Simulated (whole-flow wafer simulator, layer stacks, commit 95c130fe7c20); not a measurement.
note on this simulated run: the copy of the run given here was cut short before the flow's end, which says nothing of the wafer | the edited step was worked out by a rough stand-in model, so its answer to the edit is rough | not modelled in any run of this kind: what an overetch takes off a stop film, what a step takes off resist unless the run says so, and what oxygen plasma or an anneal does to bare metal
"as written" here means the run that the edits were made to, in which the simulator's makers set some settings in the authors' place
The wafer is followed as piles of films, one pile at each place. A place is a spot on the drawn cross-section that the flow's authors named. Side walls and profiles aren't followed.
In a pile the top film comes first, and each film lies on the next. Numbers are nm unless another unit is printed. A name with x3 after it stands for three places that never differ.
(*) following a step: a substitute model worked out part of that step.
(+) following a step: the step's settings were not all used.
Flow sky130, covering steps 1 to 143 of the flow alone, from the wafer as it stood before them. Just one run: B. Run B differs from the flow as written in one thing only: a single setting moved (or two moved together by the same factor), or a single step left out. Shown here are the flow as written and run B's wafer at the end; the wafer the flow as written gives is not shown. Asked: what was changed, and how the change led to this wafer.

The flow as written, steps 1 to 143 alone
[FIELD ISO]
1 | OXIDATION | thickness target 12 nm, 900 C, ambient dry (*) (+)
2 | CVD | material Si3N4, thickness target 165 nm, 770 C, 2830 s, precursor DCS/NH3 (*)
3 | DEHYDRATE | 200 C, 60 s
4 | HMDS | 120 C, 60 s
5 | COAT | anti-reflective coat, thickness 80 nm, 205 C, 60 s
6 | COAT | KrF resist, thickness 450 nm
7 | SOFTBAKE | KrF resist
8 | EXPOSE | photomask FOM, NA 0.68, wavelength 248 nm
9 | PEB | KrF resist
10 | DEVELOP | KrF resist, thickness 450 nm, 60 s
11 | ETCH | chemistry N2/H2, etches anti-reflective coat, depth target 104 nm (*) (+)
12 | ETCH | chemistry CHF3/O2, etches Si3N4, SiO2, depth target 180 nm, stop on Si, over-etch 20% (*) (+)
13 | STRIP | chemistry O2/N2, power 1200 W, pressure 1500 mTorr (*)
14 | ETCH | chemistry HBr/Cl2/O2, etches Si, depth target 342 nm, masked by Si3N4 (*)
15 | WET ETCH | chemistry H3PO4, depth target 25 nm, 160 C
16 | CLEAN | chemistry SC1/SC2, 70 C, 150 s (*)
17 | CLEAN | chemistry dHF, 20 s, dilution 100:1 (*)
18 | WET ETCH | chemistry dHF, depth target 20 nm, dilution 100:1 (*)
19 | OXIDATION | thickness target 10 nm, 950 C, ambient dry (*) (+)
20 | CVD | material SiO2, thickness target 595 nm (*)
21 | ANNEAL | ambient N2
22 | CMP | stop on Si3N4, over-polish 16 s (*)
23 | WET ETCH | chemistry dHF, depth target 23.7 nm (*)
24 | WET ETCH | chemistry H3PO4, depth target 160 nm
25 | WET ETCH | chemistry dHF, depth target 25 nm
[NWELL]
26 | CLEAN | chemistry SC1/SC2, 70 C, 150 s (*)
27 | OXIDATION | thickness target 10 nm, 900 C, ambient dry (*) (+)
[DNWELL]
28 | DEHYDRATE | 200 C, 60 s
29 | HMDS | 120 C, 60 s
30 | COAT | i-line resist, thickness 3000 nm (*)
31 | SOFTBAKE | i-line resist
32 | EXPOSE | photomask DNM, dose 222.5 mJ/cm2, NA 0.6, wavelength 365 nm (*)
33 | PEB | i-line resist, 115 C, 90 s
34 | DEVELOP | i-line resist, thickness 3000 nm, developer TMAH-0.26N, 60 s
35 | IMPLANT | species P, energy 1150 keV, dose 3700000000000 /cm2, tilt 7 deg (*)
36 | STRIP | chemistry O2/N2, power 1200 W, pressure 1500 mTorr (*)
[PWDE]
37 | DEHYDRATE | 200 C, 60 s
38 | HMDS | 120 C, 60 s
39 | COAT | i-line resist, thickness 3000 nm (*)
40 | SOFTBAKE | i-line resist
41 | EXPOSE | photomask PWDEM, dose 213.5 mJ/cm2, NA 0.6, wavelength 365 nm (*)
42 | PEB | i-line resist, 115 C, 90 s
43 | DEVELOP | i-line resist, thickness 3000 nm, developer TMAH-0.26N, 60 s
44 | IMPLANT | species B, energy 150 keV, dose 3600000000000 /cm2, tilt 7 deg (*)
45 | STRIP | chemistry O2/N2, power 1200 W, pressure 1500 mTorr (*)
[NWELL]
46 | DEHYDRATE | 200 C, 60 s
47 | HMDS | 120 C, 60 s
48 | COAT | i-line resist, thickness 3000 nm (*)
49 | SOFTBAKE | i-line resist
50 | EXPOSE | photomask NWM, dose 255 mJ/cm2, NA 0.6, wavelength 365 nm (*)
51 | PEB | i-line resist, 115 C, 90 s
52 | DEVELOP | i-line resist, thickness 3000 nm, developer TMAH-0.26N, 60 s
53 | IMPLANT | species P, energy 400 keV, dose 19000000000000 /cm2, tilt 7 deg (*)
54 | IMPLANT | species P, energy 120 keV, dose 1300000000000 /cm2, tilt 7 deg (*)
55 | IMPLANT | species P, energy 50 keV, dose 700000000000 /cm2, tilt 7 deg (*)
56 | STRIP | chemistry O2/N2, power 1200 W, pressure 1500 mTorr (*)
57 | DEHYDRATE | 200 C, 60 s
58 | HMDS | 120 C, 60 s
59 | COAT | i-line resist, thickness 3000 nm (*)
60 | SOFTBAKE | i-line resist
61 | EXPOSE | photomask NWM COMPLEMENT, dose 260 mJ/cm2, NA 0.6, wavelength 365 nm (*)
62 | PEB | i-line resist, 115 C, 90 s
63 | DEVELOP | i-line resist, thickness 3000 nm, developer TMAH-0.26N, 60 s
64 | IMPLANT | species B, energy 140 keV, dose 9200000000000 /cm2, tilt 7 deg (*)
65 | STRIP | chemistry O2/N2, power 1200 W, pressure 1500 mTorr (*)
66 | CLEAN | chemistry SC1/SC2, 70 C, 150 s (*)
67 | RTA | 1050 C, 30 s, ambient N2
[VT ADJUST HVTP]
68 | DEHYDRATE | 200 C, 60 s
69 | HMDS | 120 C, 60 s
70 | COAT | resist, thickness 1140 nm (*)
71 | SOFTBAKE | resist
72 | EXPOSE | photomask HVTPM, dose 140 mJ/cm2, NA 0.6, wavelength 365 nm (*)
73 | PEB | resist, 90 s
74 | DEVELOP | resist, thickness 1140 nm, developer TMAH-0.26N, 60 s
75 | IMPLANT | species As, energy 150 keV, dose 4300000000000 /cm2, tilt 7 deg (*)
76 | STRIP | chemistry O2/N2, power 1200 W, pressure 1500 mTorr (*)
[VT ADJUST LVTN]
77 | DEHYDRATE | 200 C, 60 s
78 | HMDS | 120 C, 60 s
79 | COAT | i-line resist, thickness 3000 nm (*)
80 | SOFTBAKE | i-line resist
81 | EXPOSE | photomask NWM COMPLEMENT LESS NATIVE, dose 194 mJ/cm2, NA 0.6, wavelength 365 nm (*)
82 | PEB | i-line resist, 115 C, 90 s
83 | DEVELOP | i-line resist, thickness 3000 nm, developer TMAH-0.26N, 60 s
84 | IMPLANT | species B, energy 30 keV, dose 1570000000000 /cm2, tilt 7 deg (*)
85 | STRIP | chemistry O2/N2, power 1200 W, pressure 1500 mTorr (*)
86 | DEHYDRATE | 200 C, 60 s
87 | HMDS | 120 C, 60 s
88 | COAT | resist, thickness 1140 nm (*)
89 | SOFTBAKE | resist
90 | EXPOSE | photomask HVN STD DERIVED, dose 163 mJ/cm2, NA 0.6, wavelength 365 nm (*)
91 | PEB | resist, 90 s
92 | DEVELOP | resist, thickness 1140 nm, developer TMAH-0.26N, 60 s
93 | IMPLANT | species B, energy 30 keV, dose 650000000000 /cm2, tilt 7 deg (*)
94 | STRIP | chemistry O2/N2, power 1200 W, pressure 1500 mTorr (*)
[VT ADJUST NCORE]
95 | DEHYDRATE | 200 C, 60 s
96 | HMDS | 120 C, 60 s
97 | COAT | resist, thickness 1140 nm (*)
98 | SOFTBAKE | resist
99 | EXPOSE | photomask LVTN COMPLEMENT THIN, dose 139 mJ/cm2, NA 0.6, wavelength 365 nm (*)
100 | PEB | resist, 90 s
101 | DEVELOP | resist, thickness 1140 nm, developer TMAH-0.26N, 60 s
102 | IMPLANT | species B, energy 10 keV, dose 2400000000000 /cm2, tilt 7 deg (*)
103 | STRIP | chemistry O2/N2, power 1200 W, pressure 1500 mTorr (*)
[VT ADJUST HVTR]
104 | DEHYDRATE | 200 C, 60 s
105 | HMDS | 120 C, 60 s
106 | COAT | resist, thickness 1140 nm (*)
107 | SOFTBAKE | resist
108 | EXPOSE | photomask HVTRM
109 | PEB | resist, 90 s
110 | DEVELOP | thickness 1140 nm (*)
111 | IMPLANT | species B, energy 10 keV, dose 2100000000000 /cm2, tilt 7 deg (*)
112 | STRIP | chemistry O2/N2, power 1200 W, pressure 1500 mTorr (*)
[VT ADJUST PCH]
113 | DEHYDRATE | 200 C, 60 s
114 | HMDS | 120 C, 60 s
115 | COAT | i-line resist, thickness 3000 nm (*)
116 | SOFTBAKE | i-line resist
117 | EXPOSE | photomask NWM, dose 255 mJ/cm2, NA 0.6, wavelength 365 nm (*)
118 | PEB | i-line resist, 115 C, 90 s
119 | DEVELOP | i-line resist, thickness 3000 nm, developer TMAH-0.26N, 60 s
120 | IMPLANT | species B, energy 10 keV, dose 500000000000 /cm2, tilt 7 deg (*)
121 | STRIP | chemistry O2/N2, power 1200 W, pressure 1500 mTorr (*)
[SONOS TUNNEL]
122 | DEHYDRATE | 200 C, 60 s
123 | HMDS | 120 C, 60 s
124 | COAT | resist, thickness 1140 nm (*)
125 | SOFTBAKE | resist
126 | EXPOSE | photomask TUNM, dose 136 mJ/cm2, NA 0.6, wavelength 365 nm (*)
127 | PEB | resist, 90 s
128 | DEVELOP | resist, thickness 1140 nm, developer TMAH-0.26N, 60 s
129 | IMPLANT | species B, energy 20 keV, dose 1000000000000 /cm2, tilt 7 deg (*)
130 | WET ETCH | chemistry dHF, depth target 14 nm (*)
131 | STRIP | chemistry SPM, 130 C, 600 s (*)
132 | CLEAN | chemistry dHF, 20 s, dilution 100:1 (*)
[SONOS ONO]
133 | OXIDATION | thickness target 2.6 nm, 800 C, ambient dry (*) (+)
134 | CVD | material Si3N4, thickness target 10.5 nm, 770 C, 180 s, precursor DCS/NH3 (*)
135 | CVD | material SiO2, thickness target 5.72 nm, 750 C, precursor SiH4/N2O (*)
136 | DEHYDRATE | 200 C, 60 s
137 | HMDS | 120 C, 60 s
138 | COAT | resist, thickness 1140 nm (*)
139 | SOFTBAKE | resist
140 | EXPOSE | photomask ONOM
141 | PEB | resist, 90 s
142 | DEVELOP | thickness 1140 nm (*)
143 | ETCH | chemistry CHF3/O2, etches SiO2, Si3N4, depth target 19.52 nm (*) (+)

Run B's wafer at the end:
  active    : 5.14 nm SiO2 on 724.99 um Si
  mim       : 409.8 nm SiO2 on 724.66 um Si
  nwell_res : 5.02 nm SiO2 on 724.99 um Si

The reason: step 134, CVD: 144 s was run, though the flow has 180 s.

How this came from the change, step by step:
  134 | CVD | material Si3N4, thickness target 10.5 nm, 770 C, 180 s, precursor DCS/NH3 (*)
      field, active, n_well and 187 more: Si3N4 gains 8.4 (new film) (in the flow as written it would be: Si3N4 gains 10.5 (new film))
  143 | ETCH | chemistry CHF3/O2, etches SiO2, Si3N4, depth target 19.52 nm (*) (+)
      field, active, p_well x5 and 179 more: SiO2 loses 5.72 (all of it), Si3N4 loses 8.4 (all of it), SiO2 loses 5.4 (in the flow as written it would be: SiO2 loses 5.72 (all of it), Si3N4 loses 10.5 (all of it), SiO2 loses 3.3)
      n_well, sonos_sd: SiO2 loses 5.72 (all of it), Si3N4 loses 8.4 (all of it), SiO2 loses 2.6 (all of it), Si loses 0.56 (in the flow as written it would be: SiO2 loses 5.72 (all of it), Si3N4 loses 10.5 (all of it), SiO2 loses 2.6 (all of it), Si loses 0.14)
